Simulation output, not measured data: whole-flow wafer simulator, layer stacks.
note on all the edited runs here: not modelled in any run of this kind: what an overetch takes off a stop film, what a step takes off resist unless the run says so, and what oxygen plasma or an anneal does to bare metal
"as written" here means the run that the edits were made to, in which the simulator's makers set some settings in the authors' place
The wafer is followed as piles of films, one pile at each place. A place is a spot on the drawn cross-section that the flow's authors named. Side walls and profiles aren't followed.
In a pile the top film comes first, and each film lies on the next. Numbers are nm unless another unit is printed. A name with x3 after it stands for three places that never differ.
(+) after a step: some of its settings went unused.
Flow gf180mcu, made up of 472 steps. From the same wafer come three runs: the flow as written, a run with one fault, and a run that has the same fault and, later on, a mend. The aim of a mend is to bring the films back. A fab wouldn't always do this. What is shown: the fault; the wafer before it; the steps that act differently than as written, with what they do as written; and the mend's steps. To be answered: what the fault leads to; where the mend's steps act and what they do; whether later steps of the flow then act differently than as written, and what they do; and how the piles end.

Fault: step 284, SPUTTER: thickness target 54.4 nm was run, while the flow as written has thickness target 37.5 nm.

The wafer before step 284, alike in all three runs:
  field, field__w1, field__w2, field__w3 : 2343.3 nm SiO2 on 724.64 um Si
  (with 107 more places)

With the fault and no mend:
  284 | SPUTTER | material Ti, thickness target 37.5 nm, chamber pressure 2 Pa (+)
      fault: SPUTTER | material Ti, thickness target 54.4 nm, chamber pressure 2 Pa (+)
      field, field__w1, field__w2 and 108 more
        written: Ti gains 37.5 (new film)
        fault: Ti gains 54.4 (new film)
  Steps further on in the flow that do not act as written:
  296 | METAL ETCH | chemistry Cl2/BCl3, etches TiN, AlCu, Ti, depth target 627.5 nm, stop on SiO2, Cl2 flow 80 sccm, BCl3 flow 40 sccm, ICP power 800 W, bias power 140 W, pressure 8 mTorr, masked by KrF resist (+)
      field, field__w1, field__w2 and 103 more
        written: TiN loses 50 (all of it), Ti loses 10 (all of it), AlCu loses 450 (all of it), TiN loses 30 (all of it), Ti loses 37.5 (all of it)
        fault: TiN loses 50 (all of it), Ti loses 10 (all of it), AlCu loses 450 (all of it), TiN loses 30 (all of it), Ti loses 54.4 (all of it)
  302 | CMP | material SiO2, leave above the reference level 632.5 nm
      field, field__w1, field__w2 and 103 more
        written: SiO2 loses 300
        fault: SiO2 loses 283.1
  By the end, the piles at field__w8, contact, m1, m1__w1, m1_nw depart from the flow's by more than 2% or 0.5 nm, whichever is larger.
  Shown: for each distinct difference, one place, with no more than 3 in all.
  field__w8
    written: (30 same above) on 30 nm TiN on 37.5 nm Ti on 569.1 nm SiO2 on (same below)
    fault: (30 same above) on 30 nm TiN on 54.4 nm Ti on 569.1 nm SiO2 on (same below)
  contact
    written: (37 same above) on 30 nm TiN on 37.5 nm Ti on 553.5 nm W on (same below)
    fault: (37 same above) on 30 nm TiN on 54.4 nm Ti on 553.5 nm W on (same below)

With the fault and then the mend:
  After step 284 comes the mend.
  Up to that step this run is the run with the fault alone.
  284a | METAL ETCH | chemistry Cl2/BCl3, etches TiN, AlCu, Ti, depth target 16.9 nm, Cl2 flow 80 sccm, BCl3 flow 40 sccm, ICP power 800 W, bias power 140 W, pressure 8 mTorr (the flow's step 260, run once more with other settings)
      field, field__w1, field__w2 and 108 more
        Ti loses 16.9
  Later steps of the flow that are run all act as written at every place that is followed.
  The piles end the same as the flow's at every place that both follow.
